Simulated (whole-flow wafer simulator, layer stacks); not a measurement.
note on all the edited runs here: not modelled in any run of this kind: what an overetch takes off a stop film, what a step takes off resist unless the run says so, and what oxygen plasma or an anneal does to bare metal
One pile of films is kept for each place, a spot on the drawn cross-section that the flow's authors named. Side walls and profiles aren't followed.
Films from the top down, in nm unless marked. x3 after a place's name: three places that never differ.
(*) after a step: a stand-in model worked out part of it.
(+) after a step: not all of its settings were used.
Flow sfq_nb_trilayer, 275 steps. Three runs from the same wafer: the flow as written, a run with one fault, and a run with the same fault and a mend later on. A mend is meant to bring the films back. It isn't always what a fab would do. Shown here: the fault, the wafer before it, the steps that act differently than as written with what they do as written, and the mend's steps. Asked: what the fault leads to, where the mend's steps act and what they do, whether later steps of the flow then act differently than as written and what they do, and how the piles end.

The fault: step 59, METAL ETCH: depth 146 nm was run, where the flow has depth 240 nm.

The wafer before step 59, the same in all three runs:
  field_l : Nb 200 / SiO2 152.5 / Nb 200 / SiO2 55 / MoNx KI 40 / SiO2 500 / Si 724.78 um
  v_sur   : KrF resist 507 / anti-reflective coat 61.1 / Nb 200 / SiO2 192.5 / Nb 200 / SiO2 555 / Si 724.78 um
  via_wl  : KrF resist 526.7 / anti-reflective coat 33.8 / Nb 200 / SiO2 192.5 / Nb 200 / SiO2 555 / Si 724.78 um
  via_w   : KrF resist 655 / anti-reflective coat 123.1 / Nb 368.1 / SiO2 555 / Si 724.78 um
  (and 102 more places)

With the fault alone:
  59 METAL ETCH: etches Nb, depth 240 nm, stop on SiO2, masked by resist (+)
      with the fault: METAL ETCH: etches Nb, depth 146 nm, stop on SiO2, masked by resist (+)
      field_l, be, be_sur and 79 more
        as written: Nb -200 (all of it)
        with the fault: Nb -146
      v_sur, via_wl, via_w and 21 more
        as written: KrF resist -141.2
        with the fault: KrF resist -85.9
  Later steps of the flow that act differently than as written:
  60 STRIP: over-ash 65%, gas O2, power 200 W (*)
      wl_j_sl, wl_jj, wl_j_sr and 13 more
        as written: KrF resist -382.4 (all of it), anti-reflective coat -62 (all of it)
        with the fault: KrF resist -437.7 (all of it), anti-reflective coat -62 (all of it)
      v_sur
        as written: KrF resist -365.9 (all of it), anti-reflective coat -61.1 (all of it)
        with the fault: KrF resist -421.2 (all of it), anti-reflective coat -61.1 (all of it)
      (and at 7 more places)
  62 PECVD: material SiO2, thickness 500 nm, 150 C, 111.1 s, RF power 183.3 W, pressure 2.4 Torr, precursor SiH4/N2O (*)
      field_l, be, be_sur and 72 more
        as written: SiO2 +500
        with the fault: SiO2 +500 (new film)
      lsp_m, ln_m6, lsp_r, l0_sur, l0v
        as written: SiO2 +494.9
        with the fault: SiO2 +500 (new film)
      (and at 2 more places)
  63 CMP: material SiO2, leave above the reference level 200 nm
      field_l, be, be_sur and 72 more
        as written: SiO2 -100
        with the fault: SiO2 -154
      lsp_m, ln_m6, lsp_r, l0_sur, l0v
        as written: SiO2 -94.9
        with the fault: SiO2 -154
  At the end the piles differ from the flow's by more than 2% or 0.5 nm, whichever is larger, at field_l, be, be_sur and 79 more.
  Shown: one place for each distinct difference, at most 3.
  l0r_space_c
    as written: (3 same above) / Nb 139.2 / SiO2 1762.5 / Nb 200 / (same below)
    with the fault: (3 same above) / Nb 139.2 / SiO2 1516 / Nb 54 / SiO2 192.5 / Nb 200 / (same below)
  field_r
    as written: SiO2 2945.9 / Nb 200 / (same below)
    with the fault: SiO2 2699.4 / Nb 54 / SiO2 192.5 / Nb 200 / (same below)
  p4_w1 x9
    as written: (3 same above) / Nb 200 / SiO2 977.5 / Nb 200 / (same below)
    with the fault: (3 same above) / Nb 200 / SiO2 731 / Nb 54 / SiO2 192.5 / Nb 200 / (same below)

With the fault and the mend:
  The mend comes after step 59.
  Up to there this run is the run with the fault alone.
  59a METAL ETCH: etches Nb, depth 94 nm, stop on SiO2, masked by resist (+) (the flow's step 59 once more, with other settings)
      field_l, be, be_sur and 79 more
        Nb -54 (all of it)
      v_sur, via_wl, via_w and 21 more
        KrF resist -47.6
  Later steps of the flow that act differently than as written:
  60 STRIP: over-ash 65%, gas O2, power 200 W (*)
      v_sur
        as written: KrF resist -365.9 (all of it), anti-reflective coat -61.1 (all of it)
        with the mend: KrF resist -373.5 (all of it), anti-reflective coat -61.1 (all of it)
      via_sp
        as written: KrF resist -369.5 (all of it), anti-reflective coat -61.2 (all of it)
        with the mend: KrF resist -377.1 (all of it), anti-reflective coat -61.2 (all of it)
  At the end the piles are the same as the flow's at every place that both follow.
